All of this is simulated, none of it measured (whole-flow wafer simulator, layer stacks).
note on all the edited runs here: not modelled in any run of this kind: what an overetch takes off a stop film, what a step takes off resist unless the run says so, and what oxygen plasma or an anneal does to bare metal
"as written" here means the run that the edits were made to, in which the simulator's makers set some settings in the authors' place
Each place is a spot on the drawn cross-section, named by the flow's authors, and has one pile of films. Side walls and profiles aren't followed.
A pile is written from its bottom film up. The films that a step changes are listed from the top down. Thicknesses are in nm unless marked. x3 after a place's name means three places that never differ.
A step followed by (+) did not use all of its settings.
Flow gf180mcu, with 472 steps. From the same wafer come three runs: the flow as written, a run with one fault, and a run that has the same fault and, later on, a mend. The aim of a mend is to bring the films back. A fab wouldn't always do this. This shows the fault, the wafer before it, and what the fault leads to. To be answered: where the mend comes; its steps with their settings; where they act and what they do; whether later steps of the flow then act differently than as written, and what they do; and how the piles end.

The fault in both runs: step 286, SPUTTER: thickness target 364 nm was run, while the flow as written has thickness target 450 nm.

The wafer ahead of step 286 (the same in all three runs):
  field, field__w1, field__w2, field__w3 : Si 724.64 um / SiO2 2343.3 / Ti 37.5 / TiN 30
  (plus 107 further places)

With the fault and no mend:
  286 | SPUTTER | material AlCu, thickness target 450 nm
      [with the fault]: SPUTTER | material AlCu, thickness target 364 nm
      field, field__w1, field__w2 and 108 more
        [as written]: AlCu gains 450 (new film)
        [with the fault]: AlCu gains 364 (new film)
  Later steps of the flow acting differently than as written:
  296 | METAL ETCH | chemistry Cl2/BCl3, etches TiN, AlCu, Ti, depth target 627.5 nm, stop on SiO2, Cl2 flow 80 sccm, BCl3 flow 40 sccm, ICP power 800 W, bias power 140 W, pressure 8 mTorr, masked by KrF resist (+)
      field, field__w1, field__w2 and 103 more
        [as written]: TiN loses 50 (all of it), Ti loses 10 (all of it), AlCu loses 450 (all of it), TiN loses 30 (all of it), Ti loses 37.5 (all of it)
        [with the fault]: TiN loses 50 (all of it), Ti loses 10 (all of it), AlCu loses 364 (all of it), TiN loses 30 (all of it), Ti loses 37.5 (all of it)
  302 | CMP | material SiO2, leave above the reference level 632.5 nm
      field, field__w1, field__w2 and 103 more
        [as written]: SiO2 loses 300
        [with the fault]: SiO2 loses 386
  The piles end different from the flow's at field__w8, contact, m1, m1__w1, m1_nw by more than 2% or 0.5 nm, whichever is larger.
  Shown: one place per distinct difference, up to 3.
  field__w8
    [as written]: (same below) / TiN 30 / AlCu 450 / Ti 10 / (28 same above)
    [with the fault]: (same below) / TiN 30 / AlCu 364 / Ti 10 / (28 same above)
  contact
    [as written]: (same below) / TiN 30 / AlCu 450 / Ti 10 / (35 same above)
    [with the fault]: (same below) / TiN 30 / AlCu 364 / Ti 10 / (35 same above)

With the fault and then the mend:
  After step 286 comes the mend.
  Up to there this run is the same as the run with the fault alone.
  286a | SPUTTER | material AlCu, thickness target 86 nm (the flow's step 286, run once more with other settings)
      field, field__w1, field__w2 and 108 more
        AlCu gains 86
  Later steps of the flow that are run all act as written at every place that is followed.
  By the end, the piles equal the flow's at every place that both follow.
